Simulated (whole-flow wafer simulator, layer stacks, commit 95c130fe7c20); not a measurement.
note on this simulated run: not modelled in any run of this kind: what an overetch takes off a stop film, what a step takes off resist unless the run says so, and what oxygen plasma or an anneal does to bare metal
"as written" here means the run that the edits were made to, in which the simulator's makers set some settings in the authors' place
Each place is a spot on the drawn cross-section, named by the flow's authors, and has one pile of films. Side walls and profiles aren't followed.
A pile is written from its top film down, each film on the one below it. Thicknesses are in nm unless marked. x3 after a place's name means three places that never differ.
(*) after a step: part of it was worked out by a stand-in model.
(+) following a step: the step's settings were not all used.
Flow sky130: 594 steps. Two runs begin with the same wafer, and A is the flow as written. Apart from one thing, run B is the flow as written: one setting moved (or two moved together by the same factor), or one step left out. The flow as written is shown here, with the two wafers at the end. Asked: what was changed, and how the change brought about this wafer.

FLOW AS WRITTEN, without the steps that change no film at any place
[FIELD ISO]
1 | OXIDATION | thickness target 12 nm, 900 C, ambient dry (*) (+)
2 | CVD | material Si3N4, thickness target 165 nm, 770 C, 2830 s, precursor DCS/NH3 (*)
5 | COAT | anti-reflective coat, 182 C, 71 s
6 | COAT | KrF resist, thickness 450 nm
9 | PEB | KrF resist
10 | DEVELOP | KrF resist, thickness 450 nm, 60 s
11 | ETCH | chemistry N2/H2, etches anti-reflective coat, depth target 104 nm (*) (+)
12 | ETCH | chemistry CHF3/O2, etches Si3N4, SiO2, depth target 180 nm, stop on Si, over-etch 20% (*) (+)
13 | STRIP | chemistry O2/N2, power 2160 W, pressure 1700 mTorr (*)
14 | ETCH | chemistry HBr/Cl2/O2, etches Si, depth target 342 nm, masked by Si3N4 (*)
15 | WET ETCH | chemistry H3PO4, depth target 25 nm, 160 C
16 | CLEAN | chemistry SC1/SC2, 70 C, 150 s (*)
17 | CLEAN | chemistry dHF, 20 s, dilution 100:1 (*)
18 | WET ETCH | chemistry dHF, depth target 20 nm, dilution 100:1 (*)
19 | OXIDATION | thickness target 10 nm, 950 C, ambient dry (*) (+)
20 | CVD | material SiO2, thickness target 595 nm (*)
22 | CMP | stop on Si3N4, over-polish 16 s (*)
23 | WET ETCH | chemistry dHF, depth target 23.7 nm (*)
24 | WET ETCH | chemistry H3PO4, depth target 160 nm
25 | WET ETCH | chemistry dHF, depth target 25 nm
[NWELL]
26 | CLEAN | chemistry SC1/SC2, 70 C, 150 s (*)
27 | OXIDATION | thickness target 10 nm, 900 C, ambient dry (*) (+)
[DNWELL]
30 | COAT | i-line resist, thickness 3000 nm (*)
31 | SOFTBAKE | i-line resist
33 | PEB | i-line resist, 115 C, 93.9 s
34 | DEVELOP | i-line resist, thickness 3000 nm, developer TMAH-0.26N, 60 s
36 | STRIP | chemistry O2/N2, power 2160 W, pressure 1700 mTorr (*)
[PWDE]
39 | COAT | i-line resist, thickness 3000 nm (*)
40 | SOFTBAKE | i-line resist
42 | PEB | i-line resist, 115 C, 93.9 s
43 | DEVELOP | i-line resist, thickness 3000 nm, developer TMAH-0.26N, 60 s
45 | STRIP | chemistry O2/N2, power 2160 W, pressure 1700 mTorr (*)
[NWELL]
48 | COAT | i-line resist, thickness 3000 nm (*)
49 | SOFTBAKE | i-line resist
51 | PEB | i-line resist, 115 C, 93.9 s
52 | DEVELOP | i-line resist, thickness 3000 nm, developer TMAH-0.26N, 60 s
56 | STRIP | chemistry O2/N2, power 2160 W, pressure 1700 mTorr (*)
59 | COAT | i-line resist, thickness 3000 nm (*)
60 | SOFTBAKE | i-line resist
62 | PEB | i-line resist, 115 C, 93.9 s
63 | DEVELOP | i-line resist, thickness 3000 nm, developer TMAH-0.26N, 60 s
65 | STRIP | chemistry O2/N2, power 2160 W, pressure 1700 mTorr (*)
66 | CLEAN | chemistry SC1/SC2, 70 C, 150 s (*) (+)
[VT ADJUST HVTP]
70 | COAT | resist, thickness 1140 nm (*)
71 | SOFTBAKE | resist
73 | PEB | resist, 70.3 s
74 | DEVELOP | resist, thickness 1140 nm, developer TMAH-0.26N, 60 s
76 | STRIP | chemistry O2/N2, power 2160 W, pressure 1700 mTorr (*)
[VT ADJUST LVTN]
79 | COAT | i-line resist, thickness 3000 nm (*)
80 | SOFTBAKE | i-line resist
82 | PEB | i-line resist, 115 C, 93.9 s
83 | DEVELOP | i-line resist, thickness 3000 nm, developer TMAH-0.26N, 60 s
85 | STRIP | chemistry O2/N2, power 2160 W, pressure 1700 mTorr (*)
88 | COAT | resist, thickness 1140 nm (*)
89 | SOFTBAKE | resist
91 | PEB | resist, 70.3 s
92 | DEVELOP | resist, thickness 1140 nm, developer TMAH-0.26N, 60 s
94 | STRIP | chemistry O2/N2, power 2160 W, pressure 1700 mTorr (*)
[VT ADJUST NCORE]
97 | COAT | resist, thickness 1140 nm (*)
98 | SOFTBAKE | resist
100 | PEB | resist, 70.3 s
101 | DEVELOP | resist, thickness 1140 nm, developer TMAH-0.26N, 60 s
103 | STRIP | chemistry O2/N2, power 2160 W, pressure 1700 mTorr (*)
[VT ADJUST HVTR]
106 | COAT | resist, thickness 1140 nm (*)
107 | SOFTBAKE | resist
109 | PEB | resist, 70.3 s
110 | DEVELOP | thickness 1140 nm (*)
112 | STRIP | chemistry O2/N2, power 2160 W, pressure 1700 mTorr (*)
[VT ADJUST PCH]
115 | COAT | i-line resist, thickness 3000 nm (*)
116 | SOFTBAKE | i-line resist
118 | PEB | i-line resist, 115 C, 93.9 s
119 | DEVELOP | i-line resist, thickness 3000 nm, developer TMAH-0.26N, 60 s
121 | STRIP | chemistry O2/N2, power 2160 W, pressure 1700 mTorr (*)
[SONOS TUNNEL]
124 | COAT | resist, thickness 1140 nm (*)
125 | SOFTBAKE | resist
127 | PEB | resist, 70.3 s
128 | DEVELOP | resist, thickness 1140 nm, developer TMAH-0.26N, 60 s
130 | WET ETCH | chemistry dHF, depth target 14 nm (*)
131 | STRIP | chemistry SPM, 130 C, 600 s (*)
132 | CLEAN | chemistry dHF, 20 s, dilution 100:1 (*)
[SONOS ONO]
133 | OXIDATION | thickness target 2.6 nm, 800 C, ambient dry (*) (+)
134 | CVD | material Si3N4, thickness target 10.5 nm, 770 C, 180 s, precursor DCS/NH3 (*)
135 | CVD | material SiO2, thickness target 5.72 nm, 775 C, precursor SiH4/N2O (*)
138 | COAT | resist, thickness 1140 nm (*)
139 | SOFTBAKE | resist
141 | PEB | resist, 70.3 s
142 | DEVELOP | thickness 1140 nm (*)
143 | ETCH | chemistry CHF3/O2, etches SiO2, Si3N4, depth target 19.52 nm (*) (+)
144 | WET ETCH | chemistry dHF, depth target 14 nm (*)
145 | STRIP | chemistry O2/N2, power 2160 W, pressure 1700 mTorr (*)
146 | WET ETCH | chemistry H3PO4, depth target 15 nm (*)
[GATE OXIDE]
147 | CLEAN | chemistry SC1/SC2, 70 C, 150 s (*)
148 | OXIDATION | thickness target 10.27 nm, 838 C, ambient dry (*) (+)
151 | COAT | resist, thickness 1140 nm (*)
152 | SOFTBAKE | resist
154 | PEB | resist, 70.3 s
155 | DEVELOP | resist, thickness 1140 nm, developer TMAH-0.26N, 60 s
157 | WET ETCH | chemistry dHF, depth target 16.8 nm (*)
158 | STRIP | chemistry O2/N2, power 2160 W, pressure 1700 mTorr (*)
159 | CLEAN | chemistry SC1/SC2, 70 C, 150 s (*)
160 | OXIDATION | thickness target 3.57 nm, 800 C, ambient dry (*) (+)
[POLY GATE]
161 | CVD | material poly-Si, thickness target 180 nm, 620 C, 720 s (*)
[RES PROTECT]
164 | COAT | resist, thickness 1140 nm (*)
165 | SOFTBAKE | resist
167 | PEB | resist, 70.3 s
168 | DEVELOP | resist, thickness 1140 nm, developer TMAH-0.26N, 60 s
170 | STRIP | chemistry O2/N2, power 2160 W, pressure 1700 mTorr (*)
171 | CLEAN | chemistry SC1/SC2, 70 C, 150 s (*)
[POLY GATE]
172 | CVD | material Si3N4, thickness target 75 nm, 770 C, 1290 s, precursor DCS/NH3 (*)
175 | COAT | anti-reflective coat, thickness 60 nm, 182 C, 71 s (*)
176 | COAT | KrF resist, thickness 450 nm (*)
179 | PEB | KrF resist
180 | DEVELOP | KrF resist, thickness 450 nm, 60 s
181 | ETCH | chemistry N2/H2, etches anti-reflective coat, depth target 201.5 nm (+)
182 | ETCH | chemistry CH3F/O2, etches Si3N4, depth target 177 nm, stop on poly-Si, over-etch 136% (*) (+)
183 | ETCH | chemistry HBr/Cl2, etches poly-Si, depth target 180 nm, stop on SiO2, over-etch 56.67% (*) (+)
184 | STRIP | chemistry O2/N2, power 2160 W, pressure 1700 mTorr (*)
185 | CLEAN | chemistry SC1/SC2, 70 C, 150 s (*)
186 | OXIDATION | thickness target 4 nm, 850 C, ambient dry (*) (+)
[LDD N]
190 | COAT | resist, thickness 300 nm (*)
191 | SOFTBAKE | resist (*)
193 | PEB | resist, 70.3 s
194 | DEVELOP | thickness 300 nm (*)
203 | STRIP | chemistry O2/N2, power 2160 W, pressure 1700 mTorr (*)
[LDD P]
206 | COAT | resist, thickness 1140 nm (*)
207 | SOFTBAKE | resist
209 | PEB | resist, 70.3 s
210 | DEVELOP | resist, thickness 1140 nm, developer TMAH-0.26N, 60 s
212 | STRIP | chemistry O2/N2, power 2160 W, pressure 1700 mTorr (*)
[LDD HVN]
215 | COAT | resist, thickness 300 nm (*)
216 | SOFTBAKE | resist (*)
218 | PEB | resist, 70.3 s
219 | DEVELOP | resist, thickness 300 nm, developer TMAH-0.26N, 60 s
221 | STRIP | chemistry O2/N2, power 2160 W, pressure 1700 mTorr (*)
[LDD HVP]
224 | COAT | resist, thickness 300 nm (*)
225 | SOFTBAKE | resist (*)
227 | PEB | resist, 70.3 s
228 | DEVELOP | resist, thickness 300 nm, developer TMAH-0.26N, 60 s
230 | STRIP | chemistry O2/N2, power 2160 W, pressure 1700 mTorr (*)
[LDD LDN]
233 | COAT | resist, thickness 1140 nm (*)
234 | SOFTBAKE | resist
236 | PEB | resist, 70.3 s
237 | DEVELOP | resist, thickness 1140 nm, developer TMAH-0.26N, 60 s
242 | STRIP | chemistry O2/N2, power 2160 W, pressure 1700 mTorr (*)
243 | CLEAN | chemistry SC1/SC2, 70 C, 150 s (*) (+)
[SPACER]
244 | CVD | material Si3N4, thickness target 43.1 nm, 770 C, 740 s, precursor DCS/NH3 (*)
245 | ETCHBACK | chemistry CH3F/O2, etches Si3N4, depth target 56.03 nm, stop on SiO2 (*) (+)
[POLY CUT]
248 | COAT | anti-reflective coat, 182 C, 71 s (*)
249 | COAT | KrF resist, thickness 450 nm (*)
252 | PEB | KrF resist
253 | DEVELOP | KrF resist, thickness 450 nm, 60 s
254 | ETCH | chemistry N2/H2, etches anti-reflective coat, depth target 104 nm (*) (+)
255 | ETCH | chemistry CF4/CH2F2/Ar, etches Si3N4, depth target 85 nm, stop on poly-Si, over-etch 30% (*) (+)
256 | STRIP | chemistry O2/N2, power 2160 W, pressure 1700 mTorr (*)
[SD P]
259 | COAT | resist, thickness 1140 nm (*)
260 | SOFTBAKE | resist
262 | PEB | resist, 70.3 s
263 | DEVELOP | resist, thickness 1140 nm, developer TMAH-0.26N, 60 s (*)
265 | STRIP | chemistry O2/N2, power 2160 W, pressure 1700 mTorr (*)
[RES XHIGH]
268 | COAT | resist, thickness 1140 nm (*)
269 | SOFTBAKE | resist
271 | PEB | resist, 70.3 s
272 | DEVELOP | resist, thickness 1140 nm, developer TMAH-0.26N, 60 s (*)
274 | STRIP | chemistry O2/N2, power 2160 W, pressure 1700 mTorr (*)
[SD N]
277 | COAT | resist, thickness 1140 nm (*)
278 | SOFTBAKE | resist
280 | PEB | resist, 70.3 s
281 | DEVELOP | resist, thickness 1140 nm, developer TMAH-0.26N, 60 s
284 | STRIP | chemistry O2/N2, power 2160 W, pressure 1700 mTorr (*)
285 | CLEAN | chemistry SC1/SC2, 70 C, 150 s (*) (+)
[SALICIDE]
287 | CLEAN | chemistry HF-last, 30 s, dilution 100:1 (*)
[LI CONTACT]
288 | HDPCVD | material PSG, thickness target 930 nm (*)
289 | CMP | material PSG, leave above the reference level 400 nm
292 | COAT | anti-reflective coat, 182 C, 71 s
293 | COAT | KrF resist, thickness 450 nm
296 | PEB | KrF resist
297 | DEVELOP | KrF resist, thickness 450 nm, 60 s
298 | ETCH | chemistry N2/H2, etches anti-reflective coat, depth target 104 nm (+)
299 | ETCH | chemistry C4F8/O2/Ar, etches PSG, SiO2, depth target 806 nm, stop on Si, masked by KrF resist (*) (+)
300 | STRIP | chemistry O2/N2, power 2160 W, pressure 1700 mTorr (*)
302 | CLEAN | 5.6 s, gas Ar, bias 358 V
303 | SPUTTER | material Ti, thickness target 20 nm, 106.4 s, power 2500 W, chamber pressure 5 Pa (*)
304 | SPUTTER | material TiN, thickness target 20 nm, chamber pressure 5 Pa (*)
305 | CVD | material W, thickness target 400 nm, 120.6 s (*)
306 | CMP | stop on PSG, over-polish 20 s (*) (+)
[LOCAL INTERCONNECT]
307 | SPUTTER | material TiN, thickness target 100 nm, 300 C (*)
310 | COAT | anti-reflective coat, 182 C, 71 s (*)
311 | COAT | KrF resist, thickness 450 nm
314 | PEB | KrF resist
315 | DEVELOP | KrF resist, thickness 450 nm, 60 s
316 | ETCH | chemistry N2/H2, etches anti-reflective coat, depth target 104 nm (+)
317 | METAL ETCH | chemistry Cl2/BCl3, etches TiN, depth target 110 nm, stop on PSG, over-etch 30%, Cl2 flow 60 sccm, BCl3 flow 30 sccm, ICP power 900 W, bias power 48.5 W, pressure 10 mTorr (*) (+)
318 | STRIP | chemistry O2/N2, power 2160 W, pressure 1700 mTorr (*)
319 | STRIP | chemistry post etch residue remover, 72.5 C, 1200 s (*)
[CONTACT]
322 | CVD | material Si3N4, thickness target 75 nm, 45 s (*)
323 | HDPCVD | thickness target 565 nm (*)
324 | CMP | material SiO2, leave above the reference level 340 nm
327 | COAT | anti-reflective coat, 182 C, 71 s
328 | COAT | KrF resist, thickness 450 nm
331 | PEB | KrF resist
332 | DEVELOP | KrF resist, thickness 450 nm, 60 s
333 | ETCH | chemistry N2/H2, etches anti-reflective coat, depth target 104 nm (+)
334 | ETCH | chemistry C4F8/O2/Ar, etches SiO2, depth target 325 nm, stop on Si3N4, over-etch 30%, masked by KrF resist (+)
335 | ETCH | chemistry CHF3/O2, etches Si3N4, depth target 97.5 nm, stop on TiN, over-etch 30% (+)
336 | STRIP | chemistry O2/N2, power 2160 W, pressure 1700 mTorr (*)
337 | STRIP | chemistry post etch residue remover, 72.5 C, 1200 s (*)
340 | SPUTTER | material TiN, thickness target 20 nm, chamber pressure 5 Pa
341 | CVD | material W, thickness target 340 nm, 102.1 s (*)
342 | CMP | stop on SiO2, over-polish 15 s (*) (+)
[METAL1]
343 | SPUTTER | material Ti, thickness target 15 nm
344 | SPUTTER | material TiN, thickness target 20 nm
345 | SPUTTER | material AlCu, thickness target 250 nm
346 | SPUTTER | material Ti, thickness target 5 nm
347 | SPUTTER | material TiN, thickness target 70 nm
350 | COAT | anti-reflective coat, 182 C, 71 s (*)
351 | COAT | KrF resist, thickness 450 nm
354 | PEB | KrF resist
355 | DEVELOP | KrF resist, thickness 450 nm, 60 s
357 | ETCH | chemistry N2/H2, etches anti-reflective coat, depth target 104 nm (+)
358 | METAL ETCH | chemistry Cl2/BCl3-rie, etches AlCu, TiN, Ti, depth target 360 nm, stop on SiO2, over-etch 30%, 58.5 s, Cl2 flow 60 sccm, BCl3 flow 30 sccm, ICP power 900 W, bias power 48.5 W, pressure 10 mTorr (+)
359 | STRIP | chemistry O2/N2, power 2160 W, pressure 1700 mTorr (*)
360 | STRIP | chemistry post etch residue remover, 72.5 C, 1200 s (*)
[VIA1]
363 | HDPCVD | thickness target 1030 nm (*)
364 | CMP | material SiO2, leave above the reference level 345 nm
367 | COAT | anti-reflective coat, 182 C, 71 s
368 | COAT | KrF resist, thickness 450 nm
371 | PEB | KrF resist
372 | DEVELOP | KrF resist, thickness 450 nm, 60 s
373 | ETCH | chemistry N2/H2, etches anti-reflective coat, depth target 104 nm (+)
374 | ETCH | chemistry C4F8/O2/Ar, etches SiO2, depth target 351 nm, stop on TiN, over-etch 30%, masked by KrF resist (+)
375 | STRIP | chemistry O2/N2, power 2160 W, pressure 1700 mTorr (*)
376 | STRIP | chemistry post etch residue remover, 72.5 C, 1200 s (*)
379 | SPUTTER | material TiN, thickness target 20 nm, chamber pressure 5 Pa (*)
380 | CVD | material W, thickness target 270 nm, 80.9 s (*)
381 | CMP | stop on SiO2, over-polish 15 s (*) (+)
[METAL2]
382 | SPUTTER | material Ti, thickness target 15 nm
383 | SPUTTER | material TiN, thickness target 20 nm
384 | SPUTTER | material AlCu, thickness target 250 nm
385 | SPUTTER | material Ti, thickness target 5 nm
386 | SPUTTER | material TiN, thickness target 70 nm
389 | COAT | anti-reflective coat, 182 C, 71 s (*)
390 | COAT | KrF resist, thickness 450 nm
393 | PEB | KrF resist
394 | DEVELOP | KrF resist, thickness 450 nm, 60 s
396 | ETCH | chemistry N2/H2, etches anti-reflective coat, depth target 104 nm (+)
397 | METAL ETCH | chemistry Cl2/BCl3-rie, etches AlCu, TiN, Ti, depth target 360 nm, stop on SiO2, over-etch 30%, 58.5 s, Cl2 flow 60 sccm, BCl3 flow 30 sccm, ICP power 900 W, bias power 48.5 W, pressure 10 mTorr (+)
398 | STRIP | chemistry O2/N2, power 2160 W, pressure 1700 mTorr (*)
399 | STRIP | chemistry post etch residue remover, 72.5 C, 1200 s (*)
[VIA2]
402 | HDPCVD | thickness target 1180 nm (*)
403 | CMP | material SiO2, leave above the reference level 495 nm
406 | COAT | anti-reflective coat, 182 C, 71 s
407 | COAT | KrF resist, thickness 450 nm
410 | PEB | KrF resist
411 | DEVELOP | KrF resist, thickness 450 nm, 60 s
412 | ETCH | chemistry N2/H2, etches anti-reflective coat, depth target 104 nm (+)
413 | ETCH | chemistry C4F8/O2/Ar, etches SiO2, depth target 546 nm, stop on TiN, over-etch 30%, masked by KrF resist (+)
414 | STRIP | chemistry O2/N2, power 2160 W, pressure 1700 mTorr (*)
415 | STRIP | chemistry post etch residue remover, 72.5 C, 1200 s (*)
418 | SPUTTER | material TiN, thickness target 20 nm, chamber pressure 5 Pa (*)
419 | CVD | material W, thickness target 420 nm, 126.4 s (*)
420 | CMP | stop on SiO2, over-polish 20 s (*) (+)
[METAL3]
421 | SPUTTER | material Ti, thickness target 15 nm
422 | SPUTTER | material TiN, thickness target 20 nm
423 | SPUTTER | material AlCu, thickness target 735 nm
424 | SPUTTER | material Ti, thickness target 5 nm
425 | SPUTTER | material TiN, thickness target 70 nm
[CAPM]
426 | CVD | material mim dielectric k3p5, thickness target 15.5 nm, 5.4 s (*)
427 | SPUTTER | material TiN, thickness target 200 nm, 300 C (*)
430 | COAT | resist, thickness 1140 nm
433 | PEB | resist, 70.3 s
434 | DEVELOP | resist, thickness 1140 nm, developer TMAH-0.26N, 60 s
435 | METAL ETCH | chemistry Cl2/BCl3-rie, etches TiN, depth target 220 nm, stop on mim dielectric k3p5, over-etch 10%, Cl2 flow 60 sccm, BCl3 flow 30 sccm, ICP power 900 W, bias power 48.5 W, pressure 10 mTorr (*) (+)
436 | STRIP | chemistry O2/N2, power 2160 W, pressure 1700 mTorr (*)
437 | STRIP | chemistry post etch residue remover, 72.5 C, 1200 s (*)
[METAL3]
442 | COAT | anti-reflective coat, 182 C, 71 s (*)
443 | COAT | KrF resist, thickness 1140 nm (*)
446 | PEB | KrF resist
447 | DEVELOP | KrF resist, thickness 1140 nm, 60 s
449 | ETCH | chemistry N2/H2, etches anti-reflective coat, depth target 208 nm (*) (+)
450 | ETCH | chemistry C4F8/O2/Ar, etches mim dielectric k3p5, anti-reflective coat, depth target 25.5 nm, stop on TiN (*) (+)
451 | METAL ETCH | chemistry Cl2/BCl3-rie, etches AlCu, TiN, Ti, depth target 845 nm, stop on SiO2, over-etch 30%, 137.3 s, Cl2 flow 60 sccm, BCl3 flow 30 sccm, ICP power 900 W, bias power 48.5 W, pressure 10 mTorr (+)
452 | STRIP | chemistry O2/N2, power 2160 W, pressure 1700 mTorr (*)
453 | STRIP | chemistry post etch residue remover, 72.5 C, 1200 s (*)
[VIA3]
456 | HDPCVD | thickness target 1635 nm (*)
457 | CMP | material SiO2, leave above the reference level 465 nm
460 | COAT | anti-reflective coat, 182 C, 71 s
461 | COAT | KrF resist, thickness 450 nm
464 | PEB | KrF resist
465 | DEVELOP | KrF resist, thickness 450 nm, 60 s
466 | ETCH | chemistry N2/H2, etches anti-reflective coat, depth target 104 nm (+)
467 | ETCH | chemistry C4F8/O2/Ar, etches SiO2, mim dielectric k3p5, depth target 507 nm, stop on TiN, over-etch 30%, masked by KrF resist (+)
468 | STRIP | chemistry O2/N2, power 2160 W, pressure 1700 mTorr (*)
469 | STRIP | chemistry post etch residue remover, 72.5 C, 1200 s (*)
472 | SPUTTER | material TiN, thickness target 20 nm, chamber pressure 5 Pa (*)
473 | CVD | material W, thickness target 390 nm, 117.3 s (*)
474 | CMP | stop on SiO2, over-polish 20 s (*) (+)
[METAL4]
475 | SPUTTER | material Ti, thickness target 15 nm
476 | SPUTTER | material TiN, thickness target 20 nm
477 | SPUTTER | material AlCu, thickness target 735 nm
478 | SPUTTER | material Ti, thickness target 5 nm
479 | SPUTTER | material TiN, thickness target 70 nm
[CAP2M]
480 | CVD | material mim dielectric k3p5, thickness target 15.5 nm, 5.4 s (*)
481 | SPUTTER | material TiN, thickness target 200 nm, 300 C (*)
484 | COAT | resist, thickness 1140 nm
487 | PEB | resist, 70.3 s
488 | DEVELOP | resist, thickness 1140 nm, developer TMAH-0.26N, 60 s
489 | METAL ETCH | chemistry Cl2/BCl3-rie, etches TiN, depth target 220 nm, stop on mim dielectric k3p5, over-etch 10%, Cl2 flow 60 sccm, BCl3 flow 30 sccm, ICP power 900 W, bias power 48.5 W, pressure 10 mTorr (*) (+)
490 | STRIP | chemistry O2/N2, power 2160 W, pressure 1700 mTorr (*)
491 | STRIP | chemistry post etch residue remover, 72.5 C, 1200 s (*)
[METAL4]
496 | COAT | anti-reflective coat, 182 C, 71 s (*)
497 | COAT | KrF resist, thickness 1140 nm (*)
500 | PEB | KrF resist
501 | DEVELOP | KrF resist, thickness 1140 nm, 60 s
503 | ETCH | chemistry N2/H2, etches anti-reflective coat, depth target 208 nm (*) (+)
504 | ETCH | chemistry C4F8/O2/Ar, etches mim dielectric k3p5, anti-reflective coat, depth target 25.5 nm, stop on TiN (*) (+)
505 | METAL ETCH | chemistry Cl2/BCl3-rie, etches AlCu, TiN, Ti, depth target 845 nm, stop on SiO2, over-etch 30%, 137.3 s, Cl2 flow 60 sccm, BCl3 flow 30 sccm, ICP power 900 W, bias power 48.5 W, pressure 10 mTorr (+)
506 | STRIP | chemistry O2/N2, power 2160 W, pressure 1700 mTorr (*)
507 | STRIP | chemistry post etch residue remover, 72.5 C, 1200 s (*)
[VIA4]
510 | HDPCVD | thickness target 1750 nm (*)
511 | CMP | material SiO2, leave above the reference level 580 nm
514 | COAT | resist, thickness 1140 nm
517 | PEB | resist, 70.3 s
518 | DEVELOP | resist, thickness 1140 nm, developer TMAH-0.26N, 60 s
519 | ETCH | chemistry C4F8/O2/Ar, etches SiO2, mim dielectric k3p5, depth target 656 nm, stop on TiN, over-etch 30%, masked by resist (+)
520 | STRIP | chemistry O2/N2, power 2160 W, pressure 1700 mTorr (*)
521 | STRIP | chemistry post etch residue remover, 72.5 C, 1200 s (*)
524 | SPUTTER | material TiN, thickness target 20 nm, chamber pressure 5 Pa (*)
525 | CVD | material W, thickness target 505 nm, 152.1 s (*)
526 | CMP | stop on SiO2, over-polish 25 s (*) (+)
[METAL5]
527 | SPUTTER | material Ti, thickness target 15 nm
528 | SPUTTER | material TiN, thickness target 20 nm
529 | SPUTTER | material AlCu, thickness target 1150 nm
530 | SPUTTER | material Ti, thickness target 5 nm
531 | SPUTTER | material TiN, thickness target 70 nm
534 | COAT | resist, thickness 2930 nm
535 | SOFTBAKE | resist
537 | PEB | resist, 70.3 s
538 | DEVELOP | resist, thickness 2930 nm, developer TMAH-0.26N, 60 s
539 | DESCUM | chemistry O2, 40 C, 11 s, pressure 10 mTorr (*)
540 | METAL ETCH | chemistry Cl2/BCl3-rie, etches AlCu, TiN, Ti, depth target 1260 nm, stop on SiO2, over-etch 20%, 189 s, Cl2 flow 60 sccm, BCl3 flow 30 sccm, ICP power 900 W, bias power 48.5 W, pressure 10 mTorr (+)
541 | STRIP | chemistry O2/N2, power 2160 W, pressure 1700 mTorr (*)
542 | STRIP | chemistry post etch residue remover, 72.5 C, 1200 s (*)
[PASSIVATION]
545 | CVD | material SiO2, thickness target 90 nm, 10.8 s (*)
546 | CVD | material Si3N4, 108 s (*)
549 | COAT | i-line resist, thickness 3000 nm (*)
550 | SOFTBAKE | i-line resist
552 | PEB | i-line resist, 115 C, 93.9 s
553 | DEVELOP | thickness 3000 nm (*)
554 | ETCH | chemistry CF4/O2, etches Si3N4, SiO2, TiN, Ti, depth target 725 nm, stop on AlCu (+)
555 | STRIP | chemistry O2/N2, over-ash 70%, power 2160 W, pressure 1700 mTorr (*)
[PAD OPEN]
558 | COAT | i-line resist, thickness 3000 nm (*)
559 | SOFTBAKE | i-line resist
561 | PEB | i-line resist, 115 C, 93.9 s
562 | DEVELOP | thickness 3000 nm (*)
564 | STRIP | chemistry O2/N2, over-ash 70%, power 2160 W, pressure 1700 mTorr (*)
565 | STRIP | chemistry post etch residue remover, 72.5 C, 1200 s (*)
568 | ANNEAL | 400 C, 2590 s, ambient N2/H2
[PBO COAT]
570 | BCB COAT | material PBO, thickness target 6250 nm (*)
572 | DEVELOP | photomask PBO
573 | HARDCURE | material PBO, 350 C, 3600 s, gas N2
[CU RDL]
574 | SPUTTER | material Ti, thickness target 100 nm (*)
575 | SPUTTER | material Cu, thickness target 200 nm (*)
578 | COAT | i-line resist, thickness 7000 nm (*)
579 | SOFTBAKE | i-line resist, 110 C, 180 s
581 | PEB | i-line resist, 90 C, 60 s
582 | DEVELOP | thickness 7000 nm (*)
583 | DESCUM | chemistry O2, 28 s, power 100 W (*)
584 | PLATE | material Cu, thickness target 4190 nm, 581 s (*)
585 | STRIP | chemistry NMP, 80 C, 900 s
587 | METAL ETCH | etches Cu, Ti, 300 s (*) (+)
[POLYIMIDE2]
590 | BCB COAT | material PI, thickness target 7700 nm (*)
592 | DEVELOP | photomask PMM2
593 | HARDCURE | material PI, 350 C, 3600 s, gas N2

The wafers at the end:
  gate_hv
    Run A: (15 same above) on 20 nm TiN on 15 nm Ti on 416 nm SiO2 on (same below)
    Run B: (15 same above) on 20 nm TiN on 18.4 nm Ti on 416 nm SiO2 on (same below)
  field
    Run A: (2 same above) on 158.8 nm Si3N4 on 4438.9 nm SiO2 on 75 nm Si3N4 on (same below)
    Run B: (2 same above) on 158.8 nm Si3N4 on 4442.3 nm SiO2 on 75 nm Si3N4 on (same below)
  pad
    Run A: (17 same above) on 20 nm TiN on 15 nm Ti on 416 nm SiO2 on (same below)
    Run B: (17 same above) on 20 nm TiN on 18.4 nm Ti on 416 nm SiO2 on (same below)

What caused this: step 421, SPUTTER: thickness target 18.4 nm was run, though the flow has thickness target 15 nm.
One can read it off the wafer: gate_hv has Ti 18.4, and step 421 as written asks for 15 nm.

The path from the change to this, step by step:
  421 | SPUTTER | material Ti, thickness target 15 nm
      field, active, n_well and 188 more: A Ti gains 15 (new film) | B Ti gains 18.4 (new film)
  451 | METAL ETCH | chemistry Cl2/BCl3-rie, etches AlCu, TiN, Ti, depth target 845 nm, stop on SiO2, over-etch 30%, 137.3 s, Cl2 flow 60 sccm, BCl3 flow 30 sccm, ICP power 900 W, bias power 48.5 W, pressure 10 mTorr (+)
      field, gate, spacer and 68 more: A TiN loses 70 (all of it), Ti loses 5 (all of it), AlCu loses 735 (all of it), TiN loses 20 (all of it), Ti loses 15 (all of it), SiO2 loses 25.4 | B TiN loses 70 (all of it), Ti loses 5 (all of it), AlCu loses 735 (all of it), TiN loses 20 (all of it), Ti loses 18.4 (all of it), SiO2 loses 25
      active, vpp_ln, vpp_iso2 and 11 more: A TiN loses 70 (all of it), Ti loses 5 (all of it), AlCu loses 735 (all of it), TiN loses 20 (all of it), Ti loses 15 (all of it), SiO2 loses 25.3 | B TiN loses 70 (all of it), Ti loses 5 (all of it), AlCu loses 735 (all of it), TiN loses 20 (all of it), Ti loses 18.4 (all of it), SiO2 loses 25
